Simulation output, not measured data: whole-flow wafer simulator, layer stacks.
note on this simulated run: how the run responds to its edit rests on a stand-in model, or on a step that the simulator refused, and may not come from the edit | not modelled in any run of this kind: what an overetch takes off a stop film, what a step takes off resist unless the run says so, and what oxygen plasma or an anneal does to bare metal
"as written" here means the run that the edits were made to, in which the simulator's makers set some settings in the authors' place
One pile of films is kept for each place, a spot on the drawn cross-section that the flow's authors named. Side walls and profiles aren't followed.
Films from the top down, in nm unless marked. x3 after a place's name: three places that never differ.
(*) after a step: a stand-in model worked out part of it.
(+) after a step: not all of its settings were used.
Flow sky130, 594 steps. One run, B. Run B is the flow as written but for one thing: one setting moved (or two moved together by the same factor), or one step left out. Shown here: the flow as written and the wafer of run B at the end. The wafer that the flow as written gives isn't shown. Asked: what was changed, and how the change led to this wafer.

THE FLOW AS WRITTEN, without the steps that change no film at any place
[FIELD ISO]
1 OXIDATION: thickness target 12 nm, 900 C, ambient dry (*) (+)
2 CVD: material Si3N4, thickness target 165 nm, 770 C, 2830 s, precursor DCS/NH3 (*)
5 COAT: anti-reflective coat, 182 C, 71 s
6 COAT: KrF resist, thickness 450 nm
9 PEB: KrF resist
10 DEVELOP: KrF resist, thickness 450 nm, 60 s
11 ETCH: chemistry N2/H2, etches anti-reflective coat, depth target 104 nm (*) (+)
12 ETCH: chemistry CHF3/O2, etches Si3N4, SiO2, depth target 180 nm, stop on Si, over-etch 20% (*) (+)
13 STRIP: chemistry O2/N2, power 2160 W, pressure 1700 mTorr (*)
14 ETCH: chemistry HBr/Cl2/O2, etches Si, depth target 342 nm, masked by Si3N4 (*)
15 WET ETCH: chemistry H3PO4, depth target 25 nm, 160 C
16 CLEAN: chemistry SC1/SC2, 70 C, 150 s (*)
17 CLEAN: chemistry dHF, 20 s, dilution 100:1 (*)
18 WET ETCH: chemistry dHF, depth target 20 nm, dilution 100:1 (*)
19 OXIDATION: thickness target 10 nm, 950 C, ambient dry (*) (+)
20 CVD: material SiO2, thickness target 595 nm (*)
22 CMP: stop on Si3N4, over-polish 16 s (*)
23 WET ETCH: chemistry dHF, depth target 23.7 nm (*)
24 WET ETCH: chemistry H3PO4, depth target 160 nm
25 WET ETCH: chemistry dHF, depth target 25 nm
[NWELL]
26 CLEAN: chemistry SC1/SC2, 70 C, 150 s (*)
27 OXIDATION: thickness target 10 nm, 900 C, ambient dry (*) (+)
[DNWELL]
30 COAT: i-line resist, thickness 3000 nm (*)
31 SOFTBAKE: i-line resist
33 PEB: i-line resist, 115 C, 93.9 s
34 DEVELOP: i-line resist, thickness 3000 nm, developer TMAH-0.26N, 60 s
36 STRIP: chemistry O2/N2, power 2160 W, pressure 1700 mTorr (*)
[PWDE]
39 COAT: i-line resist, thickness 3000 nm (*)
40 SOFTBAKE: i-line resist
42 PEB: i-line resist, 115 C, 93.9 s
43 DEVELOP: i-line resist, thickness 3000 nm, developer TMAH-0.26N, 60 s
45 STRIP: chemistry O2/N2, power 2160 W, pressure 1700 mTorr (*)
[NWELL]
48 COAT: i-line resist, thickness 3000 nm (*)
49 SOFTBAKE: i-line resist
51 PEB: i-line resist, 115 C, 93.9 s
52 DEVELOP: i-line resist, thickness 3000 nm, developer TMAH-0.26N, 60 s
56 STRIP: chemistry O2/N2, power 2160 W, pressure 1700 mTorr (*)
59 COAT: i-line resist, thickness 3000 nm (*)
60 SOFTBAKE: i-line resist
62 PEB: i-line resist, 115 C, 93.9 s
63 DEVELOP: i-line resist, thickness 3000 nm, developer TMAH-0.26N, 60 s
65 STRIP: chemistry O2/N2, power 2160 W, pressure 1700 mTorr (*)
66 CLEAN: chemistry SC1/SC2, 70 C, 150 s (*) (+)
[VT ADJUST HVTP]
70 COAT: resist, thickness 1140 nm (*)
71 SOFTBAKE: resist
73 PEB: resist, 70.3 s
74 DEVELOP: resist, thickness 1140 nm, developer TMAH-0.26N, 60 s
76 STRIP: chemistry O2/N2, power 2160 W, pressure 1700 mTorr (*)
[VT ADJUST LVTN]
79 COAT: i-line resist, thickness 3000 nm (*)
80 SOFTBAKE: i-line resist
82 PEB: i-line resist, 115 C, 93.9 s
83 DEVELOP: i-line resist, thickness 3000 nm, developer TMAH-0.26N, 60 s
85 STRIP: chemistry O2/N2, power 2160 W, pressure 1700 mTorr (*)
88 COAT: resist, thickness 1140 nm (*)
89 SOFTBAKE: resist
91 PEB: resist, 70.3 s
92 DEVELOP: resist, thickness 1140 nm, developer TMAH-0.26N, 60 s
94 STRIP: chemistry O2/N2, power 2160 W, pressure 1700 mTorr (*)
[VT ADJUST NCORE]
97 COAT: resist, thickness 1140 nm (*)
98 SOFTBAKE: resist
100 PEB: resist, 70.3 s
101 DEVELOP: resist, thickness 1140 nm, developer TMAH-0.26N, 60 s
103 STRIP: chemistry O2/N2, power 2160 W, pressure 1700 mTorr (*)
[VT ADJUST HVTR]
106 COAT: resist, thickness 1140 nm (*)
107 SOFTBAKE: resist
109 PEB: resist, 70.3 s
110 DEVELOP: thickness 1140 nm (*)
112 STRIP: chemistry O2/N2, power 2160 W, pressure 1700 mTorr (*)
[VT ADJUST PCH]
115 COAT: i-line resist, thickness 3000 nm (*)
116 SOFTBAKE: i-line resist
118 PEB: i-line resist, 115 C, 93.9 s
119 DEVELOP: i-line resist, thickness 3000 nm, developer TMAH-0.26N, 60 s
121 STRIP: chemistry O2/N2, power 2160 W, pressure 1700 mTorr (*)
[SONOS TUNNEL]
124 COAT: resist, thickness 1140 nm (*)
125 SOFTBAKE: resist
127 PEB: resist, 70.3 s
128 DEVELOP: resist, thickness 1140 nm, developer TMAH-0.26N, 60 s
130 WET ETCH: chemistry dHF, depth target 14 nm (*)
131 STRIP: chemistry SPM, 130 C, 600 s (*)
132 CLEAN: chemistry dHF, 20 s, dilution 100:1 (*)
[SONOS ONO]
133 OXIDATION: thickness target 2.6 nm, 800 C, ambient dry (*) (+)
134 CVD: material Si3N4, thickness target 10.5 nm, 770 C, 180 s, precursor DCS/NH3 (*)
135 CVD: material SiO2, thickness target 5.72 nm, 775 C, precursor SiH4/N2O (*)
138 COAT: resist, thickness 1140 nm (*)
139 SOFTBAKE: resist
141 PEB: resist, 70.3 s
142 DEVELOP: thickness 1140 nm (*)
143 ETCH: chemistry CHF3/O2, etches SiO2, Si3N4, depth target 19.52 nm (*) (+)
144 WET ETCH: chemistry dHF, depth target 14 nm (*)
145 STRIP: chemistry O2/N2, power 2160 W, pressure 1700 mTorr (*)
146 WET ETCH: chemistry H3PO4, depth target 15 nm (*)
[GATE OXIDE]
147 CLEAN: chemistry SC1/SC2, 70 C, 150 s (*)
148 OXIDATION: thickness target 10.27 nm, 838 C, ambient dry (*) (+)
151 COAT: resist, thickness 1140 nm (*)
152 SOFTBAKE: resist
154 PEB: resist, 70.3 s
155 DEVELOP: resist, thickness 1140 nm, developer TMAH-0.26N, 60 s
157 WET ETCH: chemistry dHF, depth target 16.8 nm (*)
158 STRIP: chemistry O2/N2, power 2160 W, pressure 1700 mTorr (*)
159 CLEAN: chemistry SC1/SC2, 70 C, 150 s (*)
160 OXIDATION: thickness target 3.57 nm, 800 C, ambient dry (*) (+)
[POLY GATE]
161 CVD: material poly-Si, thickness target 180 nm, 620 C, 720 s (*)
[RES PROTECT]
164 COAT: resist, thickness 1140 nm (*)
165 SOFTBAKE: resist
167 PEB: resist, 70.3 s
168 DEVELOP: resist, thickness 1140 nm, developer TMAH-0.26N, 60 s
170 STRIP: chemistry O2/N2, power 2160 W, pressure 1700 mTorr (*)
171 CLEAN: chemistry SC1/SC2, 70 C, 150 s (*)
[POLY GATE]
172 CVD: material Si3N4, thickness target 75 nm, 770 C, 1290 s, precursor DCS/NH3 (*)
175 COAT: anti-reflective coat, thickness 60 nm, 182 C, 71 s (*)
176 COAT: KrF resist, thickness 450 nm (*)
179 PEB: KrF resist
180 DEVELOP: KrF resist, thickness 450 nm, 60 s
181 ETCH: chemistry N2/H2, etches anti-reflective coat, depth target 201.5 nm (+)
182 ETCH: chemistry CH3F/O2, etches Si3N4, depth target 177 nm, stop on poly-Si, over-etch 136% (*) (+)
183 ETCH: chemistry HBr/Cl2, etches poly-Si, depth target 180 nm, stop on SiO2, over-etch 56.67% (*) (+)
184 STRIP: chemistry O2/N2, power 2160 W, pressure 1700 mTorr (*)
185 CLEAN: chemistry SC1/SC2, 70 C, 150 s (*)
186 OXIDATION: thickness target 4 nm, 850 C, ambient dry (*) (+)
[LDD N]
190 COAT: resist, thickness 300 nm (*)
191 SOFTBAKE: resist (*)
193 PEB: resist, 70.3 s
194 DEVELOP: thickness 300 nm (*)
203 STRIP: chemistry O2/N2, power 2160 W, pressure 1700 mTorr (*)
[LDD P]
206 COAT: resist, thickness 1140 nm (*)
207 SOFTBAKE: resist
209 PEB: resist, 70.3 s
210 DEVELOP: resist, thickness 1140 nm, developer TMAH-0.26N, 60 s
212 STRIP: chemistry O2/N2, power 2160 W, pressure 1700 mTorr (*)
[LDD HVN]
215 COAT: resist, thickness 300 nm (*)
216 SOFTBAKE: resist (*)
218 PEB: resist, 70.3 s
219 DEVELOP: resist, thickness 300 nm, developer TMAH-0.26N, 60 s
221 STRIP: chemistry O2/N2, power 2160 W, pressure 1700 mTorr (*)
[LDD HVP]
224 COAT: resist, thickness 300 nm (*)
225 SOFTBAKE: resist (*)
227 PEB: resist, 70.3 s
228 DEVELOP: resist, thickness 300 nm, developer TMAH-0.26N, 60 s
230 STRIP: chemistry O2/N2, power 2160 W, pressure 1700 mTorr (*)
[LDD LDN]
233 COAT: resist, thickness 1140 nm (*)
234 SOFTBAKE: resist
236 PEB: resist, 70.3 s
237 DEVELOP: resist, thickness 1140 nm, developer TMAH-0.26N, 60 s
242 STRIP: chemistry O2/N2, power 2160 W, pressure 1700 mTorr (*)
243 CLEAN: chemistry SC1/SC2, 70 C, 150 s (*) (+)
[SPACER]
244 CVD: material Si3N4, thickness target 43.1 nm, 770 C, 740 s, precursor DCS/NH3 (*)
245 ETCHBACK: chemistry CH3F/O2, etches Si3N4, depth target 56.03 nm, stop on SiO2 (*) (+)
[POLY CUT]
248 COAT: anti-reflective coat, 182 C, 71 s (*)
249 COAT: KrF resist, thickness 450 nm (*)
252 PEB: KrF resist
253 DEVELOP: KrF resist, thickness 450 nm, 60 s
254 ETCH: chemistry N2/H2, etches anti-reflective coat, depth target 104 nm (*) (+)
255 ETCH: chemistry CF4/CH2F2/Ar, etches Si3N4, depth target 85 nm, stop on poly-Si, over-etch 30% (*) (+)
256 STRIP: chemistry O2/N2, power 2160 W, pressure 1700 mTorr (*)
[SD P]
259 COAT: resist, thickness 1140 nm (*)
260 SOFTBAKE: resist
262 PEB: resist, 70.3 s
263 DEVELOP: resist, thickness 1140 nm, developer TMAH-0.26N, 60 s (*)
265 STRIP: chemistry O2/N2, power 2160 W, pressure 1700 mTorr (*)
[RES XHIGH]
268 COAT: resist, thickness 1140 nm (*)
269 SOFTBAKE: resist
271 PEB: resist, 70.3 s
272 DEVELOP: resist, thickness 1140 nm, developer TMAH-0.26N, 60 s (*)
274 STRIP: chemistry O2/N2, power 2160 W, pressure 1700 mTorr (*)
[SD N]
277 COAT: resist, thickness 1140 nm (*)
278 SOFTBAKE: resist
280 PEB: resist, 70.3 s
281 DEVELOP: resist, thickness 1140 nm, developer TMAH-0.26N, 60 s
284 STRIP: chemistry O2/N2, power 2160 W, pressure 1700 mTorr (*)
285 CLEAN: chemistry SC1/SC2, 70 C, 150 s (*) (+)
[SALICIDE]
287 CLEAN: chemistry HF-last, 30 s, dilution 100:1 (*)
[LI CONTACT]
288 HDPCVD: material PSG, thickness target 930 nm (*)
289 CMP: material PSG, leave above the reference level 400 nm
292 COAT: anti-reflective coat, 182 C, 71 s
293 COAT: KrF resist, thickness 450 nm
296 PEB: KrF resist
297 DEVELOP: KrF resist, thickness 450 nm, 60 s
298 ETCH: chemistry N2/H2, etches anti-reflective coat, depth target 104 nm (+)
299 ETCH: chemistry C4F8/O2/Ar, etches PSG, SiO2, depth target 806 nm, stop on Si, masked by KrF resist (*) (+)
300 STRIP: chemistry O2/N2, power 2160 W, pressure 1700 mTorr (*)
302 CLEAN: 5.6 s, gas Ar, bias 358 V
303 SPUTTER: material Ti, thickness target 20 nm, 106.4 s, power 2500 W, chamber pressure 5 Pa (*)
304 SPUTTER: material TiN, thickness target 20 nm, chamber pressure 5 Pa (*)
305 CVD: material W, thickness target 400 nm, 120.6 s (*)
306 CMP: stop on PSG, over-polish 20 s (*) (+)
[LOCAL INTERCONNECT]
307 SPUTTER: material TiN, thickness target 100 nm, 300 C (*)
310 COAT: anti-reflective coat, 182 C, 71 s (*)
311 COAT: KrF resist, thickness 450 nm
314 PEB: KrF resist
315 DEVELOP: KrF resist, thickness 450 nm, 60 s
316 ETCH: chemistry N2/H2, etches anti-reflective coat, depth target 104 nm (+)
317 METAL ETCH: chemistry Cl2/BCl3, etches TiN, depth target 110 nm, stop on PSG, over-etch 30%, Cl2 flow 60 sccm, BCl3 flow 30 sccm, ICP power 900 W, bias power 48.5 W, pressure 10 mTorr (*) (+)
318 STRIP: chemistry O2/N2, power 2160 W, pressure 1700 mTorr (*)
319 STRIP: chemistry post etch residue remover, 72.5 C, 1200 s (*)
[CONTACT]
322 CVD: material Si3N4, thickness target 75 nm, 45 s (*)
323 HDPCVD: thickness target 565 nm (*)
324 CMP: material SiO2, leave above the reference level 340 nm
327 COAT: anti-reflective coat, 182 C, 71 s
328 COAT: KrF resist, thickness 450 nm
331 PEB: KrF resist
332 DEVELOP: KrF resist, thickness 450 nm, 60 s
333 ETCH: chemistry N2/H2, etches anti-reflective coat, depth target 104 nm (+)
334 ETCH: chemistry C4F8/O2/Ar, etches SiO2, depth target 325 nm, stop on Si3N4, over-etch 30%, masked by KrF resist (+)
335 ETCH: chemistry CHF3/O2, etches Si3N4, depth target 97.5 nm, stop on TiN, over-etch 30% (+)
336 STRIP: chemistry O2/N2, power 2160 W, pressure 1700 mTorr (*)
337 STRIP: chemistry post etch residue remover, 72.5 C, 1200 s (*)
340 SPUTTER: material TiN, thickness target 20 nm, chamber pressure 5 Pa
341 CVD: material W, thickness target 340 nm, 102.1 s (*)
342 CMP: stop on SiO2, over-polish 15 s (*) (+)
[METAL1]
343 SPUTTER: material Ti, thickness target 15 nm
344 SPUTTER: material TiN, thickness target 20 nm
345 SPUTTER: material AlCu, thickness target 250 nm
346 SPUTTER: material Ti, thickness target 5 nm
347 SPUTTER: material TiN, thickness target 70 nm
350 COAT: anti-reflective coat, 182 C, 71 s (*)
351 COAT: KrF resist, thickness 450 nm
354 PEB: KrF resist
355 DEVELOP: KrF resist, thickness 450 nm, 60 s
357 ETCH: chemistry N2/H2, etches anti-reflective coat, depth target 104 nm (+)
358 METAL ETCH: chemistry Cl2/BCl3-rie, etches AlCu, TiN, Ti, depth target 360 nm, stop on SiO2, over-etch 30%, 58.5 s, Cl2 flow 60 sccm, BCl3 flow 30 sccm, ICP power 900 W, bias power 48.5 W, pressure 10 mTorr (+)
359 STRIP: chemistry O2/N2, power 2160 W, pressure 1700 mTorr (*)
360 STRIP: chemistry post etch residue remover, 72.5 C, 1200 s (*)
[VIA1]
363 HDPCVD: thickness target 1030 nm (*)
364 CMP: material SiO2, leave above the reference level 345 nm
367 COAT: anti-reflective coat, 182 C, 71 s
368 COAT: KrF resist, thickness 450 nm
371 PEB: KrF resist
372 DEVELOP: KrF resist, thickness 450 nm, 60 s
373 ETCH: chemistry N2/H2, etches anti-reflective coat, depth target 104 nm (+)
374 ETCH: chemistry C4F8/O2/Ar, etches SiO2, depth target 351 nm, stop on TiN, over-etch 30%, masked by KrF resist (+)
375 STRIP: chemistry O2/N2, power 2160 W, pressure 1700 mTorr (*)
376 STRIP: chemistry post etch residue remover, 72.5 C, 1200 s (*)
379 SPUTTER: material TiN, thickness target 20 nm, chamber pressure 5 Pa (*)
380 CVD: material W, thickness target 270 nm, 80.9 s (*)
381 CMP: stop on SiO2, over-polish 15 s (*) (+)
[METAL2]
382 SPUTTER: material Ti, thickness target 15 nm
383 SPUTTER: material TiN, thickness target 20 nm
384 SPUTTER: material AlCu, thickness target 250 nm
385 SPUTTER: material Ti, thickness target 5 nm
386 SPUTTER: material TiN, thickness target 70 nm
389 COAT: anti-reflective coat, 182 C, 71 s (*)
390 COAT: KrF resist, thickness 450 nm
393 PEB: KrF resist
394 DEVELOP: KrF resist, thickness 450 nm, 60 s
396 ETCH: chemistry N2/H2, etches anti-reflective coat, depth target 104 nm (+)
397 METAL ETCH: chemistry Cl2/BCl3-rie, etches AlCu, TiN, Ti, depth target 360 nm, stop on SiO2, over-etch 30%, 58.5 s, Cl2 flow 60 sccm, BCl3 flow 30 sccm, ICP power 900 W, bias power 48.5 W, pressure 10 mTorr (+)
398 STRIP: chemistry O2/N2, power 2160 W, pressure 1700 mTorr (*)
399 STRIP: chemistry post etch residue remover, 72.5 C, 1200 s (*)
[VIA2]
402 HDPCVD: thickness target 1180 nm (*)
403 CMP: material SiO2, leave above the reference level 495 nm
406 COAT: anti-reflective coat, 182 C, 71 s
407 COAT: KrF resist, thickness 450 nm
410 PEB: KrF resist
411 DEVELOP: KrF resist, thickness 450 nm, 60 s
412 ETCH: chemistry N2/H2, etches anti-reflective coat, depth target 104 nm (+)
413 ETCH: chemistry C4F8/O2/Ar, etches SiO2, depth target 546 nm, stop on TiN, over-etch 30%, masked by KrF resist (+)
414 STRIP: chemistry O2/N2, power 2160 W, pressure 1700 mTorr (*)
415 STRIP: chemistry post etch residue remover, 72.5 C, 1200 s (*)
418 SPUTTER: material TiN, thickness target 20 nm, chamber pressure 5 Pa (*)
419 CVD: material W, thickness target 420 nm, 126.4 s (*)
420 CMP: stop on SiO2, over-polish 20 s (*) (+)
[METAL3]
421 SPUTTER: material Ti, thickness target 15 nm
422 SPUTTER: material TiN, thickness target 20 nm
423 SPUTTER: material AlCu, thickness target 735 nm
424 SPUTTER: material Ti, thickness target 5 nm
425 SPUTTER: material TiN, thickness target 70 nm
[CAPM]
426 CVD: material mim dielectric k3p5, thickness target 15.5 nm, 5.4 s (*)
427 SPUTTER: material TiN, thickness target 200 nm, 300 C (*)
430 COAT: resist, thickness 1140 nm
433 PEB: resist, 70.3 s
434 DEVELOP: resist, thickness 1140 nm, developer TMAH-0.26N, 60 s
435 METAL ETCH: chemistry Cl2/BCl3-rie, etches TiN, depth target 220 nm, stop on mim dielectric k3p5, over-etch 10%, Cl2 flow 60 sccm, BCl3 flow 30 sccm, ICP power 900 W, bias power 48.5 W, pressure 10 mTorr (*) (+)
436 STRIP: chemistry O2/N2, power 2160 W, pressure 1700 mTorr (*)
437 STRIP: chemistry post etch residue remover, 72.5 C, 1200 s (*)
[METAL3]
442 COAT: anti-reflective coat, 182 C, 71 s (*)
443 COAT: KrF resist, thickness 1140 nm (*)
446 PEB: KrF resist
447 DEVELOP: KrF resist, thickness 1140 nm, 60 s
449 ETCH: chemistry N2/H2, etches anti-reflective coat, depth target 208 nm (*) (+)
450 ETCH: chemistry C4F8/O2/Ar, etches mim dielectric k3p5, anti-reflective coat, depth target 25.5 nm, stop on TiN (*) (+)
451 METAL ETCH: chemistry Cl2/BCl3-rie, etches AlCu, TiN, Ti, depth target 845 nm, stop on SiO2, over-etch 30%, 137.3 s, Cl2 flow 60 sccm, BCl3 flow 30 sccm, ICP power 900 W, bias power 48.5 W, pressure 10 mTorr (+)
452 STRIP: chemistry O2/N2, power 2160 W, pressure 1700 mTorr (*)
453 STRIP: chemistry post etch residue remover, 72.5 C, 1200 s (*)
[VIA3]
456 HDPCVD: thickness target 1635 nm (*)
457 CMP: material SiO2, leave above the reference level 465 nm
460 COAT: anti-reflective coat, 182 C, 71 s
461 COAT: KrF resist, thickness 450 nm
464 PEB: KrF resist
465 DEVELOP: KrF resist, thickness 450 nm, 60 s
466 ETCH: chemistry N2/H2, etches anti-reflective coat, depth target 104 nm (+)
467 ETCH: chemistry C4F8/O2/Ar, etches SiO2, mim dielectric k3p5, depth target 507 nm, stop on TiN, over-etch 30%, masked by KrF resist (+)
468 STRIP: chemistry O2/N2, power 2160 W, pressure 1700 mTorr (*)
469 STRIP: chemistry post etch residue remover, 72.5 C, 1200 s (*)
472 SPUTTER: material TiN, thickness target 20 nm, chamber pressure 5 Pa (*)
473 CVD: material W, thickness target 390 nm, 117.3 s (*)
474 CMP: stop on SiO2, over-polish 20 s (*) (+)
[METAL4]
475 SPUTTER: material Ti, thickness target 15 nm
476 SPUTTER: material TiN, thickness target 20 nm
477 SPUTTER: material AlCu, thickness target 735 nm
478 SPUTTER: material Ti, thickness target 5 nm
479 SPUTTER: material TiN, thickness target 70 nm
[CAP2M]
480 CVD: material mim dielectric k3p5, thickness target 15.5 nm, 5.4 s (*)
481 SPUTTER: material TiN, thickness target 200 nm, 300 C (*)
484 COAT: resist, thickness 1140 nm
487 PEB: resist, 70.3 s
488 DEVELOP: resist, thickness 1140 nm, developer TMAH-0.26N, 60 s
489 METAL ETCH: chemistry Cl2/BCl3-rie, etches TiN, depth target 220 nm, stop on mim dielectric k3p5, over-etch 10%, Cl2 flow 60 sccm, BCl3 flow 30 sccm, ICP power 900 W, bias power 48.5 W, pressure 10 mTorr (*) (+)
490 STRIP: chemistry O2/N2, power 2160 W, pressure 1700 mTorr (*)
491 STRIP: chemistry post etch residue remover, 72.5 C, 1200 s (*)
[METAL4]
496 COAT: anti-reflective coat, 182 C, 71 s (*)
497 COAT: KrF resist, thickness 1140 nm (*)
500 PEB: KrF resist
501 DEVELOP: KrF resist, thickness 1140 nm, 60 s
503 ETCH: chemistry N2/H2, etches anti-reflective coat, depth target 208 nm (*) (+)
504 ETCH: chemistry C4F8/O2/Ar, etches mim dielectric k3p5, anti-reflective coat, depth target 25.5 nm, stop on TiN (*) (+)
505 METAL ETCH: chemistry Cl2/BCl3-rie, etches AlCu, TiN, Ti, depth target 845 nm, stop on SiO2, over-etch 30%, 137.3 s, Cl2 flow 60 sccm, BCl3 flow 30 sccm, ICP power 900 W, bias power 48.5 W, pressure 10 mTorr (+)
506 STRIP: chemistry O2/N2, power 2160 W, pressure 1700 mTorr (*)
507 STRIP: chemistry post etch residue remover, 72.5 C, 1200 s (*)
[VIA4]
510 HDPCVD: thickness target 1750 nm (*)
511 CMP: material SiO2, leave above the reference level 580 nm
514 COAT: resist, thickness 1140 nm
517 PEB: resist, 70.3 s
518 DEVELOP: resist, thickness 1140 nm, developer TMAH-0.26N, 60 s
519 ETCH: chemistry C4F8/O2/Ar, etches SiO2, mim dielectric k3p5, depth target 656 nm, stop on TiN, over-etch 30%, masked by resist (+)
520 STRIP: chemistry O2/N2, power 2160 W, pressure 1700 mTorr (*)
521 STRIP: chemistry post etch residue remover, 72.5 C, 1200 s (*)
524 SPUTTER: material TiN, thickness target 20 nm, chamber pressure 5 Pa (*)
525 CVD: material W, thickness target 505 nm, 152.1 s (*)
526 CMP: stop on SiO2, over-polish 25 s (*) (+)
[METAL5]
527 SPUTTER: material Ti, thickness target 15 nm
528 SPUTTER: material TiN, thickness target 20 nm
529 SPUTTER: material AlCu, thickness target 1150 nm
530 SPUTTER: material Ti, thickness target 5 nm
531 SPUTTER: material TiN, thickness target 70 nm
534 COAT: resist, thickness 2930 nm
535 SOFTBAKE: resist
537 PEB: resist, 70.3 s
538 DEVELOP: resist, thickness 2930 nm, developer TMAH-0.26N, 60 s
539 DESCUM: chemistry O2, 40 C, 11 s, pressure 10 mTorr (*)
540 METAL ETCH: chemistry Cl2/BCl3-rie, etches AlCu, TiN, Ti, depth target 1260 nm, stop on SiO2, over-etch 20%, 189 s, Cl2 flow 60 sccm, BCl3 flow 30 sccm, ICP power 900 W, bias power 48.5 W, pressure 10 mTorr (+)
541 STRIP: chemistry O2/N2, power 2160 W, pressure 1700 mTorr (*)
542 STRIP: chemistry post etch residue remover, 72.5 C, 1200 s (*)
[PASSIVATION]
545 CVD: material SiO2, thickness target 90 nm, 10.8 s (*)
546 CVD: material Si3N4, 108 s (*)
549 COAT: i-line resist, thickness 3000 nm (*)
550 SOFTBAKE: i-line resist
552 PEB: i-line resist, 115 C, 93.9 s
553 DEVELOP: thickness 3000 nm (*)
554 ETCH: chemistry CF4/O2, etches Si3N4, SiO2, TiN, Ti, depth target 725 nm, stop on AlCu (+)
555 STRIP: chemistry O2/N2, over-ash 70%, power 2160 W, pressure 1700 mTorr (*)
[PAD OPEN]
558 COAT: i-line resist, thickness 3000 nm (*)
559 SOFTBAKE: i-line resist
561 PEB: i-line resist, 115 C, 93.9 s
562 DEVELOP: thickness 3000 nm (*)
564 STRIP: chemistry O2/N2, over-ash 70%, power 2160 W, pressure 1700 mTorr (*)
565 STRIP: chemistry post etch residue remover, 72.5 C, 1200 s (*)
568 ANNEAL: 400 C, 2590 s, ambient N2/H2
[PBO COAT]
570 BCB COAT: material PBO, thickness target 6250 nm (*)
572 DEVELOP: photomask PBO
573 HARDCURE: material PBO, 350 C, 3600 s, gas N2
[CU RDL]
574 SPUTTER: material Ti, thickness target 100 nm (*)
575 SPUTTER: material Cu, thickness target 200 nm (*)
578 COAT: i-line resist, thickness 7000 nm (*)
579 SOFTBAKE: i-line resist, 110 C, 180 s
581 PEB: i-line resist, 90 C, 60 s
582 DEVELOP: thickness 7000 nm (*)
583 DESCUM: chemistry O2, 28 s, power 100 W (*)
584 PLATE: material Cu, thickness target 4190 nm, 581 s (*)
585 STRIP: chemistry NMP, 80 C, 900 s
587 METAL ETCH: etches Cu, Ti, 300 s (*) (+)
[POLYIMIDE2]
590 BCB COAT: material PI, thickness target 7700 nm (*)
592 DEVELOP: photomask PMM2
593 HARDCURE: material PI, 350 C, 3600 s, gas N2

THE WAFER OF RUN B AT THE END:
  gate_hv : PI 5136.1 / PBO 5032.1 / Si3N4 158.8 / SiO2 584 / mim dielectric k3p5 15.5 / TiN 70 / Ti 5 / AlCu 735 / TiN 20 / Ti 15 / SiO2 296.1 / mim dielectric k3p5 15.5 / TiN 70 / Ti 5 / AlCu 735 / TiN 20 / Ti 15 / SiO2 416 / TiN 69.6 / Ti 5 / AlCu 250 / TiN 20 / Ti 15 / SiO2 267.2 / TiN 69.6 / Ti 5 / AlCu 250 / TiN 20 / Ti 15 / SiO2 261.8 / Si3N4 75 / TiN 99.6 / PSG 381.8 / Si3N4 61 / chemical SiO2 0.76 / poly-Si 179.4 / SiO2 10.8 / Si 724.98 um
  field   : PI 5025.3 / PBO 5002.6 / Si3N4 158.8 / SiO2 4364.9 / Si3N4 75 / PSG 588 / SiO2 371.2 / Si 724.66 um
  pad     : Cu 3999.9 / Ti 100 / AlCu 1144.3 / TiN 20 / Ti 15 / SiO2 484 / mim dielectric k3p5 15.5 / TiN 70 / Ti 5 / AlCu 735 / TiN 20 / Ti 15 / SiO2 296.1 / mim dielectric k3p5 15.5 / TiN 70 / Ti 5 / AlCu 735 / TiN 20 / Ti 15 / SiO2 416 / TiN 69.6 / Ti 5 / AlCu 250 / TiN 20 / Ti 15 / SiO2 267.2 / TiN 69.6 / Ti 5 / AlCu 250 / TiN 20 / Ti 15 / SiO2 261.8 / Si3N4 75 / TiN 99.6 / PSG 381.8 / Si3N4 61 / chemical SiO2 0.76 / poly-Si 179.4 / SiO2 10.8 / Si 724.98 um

The cause: step 457, CMP: leave above the reference level 391 nm was run, where the flow has leave above the reference level 465 nm.

How the change led to this, step by step:
  457 CMP: material SiO2, leave above the reference level 465 nm
      n_well, p_well, gate_hv and 99 more: SiO2 -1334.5 (as written it would be: SiO2 -1260.5)
      field, active, gate and 82 more: SiO2 -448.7 (as written it would be: SiO2 -374.7)
      (and at 5 more places)
  467 ETCH: chemistry C4F8/O2/Ar, etches SiO2, mim dielectric k3p5, depth target 507 nm, stop on TiN, over-etch 30%, masked by KrF resist (+)
      field, active, n_well and 187 more: KrF resist -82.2 (as written it would be: KrF resist -101.4)
      m1: SiO2 -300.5 (all of it), mim dielectric k3p5 -15.5 (all of it) (as written it would be: SiO2 -374.5 (all of it), mim dielectric k3p5 -15.5 (all of it))
      (and at 1 more place)
  468 STRIP: chemistry O2/N2, power 2160 W, pressure 1700 mTorr (*)
      field, active, n_well and 187 more: KrF resist -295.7 (all of it), anti-reflective coat -80 (all of it) (as written it would be: KrF resist -276.4 (all of it), anti-reflective coat -80 (all of it))
  472 SPUTTER: material TiN, thickness target 20 nm, chamber pressure 5 Pa (*)
      m1, via3_hole: TiN +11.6 (as written it would be: TiN +10.6)
  473 CVD: material W, thickness target 390 nm, 117.3 s (*)
      m1: W +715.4 (new film) (as written it would be: W +790.5 (new film))
      via3_hole: W +714.8 (new film) (as written it would be: W +789.9 (new film))
